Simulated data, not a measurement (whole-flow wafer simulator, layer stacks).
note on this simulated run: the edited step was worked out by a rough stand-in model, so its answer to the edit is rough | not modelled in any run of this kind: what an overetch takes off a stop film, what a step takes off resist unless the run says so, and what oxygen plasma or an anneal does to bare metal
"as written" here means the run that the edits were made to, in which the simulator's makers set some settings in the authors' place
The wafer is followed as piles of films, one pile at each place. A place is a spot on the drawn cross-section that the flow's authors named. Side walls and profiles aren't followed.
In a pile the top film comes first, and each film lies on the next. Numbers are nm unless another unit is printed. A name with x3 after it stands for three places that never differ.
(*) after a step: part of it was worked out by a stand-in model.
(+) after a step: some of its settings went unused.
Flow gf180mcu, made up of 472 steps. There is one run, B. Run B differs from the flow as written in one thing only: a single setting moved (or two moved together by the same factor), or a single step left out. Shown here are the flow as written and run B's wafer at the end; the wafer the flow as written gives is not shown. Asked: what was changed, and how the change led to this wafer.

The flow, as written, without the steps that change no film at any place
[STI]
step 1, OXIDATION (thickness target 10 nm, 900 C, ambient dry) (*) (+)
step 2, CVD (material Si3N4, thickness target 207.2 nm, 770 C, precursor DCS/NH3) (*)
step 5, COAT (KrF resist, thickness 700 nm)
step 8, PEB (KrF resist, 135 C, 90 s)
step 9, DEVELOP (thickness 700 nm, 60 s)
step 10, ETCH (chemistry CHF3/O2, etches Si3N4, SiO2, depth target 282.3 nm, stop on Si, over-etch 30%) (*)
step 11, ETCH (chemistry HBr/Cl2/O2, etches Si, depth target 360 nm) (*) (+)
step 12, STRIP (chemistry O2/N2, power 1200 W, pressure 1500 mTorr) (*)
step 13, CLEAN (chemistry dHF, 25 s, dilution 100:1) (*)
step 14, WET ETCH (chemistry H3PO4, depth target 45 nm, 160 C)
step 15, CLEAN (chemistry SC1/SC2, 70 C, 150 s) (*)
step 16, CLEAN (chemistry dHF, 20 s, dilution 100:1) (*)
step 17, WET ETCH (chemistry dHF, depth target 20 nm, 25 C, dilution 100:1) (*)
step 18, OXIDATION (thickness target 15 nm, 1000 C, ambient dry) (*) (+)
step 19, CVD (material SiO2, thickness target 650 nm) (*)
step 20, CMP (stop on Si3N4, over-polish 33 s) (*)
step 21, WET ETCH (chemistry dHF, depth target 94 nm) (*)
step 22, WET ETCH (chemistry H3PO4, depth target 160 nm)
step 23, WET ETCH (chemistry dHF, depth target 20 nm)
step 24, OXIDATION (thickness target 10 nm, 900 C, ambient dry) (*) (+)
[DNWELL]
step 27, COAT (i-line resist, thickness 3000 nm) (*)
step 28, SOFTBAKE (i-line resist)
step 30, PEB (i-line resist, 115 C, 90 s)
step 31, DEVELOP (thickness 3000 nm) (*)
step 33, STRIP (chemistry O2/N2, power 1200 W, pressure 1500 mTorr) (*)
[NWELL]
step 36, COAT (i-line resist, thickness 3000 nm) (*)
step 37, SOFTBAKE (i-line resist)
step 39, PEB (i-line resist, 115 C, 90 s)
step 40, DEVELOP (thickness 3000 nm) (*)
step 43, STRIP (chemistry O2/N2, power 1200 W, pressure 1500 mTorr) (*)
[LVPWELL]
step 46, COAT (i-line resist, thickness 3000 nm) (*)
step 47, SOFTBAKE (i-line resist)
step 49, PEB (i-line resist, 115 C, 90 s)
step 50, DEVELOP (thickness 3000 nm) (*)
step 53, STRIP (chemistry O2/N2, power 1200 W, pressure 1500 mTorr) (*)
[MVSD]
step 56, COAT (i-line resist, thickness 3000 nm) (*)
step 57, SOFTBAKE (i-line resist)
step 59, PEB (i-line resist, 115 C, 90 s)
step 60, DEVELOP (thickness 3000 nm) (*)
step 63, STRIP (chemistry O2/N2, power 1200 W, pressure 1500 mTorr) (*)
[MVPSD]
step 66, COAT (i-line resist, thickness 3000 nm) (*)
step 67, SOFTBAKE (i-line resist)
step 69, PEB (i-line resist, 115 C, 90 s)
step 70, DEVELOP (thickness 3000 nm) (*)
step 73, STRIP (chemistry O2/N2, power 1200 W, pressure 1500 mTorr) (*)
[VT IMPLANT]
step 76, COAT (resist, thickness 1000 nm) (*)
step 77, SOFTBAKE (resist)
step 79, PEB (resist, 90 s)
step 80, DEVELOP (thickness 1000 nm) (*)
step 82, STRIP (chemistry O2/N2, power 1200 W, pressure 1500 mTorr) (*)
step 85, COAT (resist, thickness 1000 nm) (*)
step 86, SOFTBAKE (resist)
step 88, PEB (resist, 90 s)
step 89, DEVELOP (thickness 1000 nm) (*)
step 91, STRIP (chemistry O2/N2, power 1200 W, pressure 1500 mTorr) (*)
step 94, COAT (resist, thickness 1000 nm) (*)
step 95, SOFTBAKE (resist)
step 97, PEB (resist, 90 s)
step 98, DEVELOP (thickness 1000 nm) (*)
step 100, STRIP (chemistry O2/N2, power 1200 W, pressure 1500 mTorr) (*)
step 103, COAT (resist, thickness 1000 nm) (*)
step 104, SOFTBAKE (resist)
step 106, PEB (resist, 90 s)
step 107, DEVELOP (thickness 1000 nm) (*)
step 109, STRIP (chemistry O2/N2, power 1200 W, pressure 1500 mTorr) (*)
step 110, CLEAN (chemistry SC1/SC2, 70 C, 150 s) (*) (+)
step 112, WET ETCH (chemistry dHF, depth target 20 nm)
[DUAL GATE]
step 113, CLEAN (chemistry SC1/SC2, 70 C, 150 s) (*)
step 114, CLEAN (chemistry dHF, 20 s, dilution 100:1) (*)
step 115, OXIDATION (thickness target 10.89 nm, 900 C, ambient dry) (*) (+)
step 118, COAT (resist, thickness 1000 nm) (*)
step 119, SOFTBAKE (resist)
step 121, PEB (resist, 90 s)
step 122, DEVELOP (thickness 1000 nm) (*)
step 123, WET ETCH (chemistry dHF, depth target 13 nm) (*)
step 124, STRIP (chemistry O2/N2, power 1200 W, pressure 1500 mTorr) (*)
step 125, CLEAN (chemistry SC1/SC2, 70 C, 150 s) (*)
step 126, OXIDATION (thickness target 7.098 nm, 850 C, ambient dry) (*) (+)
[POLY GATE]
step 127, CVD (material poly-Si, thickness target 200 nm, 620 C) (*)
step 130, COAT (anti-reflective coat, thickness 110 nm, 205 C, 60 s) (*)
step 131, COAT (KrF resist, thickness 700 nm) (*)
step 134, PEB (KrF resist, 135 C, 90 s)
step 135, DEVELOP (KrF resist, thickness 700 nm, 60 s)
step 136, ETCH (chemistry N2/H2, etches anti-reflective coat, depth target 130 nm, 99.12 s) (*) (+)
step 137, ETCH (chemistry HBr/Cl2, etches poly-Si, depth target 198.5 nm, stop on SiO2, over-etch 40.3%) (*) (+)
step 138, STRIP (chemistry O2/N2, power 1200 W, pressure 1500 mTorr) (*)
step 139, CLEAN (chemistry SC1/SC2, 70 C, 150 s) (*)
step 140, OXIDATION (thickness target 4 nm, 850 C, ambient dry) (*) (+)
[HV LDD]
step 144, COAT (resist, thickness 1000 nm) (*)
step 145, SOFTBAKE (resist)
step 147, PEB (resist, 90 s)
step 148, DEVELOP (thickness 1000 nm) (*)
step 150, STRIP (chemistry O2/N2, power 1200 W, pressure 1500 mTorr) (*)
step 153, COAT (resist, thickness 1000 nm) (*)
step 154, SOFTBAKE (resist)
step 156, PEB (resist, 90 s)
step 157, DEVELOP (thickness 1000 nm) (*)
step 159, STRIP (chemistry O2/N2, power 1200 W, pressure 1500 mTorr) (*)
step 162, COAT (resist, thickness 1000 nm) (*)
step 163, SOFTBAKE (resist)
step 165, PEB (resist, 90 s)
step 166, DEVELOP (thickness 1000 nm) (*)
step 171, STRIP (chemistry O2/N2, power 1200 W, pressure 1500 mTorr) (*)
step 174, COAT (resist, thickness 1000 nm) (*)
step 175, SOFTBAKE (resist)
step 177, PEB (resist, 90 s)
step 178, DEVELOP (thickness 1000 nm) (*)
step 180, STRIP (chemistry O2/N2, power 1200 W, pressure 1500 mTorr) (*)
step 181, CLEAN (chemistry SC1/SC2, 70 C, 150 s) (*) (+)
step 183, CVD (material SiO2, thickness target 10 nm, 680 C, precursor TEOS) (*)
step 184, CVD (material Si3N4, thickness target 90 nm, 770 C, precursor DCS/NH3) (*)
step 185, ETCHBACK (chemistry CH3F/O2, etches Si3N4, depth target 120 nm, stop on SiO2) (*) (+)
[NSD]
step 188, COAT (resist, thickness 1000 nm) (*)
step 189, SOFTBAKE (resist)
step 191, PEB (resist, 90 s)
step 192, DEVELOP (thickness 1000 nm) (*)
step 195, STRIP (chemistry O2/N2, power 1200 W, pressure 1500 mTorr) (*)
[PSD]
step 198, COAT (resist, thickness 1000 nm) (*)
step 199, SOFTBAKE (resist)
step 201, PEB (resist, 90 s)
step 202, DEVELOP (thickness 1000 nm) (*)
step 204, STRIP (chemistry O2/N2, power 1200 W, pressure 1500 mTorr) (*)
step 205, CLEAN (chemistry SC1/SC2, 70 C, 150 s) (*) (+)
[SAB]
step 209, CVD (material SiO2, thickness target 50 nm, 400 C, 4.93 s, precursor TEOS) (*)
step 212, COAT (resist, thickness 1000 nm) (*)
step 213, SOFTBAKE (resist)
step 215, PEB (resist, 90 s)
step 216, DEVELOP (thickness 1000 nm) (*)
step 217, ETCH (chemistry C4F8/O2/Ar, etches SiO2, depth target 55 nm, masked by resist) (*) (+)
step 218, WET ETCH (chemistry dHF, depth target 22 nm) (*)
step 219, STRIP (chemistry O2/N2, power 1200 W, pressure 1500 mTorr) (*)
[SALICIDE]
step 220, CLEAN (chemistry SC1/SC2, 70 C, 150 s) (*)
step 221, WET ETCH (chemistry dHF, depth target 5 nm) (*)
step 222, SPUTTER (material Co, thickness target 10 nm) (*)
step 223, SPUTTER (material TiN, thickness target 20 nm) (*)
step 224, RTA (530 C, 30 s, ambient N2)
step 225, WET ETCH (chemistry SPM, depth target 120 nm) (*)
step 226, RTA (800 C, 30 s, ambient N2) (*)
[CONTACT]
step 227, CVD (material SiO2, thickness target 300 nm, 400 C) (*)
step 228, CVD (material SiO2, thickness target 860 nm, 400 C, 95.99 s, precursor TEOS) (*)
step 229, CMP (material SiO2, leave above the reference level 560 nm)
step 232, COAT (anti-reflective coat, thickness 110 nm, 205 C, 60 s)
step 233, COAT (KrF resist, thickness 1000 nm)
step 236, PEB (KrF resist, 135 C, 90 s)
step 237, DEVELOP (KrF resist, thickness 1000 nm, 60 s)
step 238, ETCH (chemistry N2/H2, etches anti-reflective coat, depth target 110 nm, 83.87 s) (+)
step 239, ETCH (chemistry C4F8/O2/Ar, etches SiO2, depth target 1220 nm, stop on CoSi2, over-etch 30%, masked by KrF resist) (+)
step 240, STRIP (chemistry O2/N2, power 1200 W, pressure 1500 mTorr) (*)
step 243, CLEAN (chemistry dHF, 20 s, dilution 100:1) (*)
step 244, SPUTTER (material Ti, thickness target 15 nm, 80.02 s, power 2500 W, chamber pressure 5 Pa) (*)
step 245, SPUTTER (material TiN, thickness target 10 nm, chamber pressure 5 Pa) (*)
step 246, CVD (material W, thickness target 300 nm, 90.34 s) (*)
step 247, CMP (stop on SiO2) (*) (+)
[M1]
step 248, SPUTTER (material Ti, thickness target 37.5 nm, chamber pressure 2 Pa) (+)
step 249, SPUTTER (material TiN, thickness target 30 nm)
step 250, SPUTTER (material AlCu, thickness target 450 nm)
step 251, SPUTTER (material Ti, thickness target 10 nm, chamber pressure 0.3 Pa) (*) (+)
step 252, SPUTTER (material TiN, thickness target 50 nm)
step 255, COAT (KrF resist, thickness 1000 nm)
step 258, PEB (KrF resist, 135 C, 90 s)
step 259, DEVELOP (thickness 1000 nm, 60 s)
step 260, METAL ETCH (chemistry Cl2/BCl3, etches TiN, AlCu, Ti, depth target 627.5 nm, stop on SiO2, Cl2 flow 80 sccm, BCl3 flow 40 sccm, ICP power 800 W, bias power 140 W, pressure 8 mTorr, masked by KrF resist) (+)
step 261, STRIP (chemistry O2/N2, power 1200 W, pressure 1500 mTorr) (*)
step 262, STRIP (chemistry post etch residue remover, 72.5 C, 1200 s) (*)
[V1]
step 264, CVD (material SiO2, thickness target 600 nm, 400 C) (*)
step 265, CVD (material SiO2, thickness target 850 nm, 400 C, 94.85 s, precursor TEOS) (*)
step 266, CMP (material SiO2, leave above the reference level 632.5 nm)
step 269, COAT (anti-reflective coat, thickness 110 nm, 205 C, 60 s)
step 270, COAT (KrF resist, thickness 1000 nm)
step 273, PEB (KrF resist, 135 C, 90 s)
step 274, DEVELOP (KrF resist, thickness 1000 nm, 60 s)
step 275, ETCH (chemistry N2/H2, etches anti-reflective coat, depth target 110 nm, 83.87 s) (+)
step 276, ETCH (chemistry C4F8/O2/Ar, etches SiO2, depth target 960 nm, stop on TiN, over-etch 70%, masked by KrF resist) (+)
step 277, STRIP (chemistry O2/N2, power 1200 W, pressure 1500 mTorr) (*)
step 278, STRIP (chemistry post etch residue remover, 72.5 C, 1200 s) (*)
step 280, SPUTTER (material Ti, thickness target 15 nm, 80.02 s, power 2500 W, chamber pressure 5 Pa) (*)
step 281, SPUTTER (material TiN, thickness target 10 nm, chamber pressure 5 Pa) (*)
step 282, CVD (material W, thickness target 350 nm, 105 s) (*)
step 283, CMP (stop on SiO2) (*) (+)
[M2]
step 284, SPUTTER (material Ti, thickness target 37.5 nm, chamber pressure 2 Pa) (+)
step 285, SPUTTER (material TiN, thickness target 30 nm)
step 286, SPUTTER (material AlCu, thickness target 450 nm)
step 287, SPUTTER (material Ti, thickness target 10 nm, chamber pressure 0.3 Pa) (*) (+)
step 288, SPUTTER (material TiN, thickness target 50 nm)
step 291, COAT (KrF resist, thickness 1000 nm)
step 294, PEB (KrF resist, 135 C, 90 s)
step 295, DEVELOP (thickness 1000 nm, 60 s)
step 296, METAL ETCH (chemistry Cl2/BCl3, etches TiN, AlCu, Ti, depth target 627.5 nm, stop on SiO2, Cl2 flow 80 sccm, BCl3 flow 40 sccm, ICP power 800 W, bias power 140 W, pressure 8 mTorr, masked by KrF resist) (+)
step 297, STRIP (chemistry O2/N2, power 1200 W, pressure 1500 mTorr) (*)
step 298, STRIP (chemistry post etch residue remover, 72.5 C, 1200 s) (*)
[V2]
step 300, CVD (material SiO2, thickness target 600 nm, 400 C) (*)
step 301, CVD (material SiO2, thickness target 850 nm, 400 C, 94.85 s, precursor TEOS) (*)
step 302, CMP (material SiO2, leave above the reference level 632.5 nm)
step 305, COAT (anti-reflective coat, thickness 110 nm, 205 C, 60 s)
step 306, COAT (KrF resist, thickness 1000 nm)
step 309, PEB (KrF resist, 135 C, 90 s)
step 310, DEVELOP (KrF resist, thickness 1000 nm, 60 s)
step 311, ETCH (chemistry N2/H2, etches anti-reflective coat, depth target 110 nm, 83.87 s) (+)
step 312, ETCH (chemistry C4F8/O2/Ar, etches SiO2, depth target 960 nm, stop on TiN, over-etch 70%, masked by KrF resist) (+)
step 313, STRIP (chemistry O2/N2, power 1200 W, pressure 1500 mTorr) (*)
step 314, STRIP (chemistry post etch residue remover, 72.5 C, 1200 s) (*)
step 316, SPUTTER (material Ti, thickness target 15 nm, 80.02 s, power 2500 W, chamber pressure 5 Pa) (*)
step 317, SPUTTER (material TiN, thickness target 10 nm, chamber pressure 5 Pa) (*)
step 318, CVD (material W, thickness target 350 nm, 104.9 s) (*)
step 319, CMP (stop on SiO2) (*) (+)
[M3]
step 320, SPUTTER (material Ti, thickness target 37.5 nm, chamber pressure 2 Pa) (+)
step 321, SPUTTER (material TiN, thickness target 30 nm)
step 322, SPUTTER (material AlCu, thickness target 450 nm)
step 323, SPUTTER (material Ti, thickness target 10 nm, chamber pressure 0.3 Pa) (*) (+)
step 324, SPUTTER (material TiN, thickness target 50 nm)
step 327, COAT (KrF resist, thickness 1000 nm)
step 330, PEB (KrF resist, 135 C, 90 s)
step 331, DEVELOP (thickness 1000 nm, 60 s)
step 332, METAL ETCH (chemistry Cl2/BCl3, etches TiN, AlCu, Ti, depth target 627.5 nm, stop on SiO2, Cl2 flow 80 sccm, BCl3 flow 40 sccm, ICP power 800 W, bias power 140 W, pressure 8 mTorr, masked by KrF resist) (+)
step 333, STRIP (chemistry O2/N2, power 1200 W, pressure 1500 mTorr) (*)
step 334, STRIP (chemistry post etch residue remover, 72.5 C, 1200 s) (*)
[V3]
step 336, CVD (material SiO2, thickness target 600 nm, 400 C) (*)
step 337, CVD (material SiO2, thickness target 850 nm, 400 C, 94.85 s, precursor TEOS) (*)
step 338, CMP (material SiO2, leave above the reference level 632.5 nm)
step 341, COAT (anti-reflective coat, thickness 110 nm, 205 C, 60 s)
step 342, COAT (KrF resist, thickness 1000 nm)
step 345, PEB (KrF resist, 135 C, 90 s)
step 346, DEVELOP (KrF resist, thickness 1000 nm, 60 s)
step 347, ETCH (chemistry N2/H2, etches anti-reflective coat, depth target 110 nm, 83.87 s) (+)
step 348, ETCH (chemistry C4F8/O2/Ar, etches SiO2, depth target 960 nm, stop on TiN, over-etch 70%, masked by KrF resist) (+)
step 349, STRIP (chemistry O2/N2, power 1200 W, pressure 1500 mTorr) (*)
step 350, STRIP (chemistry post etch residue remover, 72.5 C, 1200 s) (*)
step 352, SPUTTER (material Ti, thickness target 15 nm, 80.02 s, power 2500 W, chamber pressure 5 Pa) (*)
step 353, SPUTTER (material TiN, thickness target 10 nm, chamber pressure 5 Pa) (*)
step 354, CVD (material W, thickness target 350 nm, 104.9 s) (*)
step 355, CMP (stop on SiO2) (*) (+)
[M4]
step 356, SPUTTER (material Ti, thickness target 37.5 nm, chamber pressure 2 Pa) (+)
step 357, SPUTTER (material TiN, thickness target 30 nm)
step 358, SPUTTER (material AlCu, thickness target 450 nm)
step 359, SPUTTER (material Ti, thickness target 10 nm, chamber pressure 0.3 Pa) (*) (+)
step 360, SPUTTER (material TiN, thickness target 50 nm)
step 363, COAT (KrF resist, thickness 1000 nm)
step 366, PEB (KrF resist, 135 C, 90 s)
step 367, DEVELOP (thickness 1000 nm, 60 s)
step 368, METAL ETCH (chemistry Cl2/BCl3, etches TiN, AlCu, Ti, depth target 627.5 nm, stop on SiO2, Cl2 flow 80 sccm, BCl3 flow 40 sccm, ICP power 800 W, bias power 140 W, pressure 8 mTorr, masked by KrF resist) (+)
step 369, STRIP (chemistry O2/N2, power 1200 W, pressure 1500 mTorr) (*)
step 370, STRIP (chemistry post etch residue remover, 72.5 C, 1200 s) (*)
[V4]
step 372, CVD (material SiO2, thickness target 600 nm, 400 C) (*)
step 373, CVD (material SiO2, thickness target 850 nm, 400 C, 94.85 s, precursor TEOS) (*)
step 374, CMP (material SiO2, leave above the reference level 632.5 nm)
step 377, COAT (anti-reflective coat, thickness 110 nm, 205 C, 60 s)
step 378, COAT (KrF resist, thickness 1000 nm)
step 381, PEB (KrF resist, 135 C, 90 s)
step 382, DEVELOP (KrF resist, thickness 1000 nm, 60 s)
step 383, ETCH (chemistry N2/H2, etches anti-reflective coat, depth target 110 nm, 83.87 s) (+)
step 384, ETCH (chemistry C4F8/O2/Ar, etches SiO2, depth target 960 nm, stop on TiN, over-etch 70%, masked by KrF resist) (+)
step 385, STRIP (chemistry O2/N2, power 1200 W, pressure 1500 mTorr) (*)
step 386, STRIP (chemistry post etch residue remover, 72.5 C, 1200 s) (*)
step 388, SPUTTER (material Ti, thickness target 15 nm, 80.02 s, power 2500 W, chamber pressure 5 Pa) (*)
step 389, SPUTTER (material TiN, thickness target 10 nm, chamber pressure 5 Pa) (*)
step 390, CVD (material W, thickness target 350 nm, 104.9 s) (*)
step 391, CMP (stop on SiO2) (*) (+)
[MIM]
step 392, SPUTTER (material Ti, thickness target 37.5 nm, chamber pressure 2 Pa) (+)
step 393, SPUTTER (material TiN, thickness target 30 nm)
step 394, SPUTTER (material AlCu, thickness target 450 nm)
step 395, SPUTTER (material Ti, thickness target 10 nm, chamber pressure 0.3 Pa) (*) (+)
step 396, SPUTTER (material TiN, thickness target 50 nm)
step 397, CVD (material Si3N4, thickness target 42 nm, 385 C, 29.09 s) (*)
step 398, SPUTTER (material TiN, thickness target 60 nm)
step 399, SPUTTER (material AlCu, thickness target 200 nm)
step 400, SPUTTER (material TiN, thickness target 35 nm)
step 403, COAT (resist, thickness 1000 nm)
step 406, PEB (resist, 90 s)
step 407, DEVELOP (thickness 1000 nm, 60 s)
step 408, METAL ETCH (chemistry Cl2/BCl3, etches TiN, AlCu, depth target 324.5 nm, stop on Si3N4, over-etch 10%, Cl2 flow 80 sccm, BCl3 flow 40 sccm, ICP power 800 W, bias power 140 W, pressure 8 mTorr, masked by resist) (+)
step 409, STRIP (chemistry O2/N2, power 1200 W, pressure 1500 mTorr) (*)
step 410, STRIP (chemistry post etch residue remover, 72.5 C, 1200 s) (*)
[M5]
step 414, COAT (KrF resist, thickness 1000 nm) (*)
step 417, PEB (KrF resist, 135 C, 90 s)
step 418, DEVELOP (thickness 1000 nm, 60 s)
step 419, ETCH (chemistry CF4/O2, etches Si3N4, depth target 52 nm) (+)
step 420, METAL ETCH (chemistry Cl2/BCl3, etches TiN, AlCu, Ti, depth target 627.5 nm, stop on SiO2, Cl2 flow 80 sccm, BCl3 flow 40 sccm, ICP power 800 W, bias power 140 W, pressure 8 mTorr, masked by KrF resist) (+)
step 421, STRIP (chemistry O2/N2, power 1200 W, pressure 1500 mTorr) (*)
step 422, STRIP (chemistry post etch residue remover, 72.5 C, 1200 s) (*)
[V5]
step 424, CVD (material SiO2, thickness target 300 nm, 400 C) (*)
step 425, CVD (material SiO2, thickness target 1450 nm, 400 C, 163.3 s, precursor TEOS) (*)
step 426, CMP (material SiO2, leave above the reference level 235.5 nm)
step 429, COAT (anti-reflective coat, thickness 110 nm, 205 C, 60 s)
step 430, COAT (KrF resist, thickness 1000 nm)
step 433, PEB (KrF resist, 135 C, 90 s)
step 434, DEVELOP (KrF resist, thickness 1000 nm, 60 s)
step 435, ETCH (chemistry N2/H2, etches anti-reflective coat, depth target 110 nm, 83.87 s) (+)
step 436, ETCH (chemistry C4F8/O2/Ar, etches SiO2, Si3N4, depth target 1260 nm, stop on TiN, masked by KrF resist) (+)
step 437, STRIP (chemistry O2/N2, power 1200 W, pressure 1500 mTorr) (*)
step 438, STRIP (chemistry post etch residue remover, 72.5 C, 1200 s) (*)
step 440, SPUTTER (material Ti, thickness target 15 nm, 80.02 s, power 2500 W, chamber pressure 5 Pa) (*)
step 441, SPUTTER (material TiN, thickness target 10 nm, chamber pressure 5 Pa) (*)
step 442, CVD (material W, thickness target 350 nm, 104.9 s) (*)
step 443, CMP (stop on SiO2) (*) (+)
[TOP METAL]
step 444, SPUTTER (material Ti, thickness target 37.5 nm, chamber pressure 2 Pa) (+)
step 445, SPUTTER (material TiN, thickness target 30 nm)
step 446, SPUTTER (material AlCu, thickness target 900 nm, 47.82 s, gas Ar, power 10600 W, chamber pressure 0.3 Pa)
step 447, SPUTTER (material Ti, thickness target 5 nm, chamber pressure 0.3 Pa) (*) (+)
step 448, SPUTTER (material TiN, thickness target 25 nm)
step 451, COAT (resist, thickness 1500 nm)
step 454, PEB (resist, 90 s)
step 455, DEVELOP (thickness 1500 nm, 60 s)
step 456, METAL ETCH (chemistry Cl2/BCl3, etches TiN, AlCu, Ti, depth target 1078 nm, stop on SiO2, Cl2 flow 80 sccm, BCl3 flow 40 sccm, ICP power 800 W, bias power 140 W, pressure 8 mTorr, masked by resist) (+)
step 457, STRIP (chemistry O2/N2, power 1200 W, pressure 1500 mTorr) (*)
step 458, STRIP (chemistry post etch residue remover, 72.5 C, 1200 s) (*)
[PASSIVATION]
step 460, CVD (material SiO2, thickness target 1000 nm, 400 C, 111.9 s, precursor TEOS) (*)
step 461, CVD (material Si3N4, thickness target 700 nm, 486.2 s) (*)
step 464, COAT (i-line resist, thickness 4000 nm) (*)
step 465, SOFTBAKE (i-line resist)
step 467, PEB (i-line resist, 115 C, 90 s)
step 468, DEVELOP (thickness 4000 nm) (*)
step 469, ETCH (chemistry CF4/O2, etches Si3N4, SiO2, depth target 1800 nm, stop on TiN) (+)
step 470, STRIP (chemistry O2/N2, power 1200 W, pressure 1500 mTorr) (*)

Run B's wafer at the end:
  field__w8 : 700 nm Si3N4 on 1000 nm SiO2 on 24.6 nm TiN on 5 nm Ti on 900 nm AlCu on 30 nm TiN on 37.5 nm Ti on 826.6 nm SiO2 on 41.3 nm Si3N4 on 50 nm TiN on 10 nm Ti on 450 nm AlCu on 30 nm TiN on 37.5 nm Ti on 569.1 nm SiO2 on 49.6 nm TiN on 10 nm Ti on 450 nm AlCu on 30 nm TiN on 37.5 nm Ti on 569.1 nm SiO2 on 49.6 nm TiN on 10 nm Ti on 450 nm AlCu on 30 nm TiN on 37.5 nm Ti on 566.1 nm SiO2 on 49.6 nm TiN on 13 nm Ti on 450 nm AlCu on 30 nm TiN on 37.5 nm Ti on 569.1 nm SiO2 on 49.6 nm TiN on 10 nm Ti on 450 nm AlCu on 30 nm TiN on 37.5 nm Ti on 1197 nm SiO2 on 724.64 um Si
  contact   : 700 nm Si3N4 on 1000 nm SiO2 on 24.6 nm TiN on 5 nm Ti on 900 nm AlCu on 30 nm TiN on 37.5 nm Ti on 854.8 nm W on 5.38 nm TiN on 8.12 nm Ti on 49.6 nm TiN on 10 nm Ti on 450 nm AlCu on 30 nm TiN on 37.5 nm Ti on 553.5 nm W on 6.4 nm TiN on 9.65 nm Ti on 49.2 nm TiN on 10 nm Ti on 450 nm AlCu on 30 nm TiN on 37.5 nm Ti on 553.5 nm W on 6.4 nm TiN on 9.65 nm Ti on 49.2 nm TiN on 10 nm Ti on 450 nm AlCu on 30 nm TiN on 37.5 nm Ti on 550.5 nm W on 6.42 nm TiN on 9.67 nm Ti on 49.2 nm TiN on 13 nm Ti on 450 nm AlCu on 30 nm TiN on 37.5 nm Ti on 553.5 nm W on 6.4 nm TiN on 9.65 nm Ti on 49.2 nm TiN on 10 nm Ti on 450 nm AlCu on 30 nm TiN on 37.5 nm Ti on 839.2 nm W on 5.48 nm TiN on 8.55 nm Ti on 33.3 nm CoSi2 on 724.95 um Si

Cause: step 287, SPUTTER: thickness target 13 nm was run, while the flow as written has thickness target 10 nm.
One can read it off the wafer: field__w8 has Ti 13, and step 287 as written asks for 10 nm.

How this came from the change, step by step:
  step 287, SPUTTER (material Ti, thickness target 10 nm, chamber pressure 0.3 Pa) (*) (+)
      field, field__w1, field__w2 and 108 more: Ti gains 13 (new film) (it would be, as written: Ti gains 10 (new film))
  step 296, METAL ETCH (chemistry Cl2/BCl3, etches TiN, AlCu, Ti, depth target 627.5 nm, stop on SiO2, Cl2 flow 80 sccm, BCl3 flow 40 sccm, ICP power 800 W, bias power 140 W, pressure 8 mTorr, masked by KrF resist) (+)
      field, field__w1, field__w2 and 103 more: TiN loses 50 (all of it), Ti loses 13 (all of it), AlCu loses 450 (all of it), TiN loses 30 (all of it), Ti loses 37.5 (all of it) (it would be, as written: TiN loses 50 (all of it), Ti loses 10 (all of it), AlCu loses 450 (all of it), TiN loses 30 (all of it), Ti loses 37.5 (all of it))
